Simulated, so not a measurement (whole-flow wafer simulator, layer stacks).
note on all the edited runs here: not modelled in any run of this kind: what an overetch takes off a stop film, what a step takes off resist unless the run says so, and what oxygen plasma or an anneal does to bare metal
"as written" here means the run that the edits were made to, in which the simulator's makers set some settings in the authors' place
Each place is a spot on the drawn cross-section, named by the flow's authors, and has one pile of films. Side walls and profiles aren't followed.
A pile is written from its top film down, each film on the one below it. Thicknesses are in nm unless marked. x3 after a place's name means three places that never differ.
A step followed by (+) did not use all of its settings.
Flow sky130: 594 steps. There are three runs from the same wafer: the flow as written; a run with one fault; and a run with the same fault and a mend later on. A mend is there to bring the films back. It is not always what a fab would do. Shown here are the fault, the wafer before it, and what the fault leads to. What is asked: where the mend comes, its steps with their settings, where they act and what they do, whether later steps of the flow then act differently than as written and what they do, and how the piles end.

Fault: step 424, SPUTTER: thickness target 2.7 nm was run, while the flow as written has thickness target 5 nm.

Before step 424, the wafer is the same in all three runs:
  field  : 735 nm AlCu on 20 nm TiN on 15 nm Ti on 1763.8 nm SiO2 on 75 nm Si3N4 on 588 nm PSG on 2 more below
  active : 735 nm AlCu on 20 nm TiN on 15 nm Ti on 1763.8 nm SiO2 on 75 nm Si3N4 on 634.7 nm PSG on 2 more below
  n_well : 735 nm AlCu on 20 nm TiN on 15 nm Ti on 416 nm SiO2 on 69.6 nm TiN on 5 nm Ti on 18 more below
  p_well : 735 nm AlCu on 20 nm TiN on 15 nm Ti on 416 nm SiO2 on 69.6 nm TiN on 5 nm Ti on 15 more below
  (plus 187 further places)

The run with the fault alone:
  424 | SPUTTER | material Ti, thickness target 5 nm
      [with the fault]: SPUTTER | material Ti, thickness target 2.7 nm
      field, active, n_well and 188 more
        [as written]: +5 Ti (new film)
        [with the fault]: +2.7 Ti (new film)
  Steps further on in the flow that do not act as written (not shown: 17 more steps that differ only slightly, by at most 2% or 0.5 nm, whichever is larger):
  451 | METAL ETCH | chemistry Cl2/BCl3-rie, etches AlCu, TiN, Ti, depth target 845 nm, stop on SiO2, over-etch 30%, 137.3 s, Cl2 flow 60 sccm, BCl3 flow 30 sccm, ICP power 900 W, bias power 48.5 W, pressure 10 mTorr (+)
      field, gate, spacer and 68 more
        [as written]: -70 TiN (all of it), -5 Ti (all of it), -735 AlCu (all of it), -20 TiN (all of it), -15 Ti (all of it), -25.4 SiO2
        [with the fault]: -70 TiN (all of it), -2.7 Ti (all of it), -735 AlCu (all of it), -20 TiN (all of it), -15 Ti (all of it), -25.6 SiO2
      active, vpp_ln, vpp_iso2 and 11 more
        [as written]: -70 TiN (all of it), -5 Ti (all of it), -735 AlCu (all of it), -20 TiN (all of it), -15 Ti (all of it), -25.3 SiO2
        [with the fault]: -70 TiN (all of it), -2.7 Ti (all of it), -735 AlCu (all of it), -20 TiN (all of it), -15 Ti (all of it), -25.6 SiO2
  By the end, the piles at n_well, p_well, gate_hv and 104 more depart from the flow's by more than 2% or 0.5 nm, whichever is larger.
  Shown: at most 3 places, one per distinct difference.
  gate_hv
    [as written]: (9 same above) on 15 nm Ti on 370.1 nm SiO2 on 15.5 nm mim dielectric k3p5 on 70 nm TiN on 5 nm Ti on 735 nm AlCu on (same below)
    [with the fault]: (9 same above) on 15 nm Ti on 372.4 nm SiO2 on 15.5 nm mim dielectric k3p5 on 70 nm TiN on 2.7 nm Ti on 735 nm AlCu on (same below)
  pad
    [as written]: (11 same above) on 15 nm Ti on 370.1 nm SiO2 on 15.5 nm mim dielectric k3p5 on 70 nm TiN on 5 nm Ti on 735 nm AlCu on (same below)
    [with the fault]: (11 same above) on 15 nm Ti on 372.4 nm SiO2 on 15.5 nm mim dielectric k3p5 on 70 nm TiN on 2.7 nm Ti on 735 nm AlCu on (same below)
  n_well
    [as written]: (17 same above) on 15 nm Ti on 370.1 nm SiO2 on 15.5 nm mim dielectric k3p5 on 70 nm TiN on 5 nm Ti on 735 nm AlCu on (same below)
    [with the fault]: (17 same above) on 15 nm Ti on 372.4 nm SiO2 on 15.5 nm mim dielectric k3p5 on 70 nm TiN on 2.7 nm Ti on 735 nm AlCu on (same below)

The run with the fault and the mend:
  The mend follows step 424.
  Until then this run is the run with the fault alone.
  424a | SPUTTER | material Ti, thickness target 2.3 nm (the flow's step 424, run once more with other settings)
      field, active, n_well and 188 more
        +2.3 Ti
  Later steps of the flow that are run all act as written at every place that is followed.
  The piles end the same as the flow's at every place that both follow.
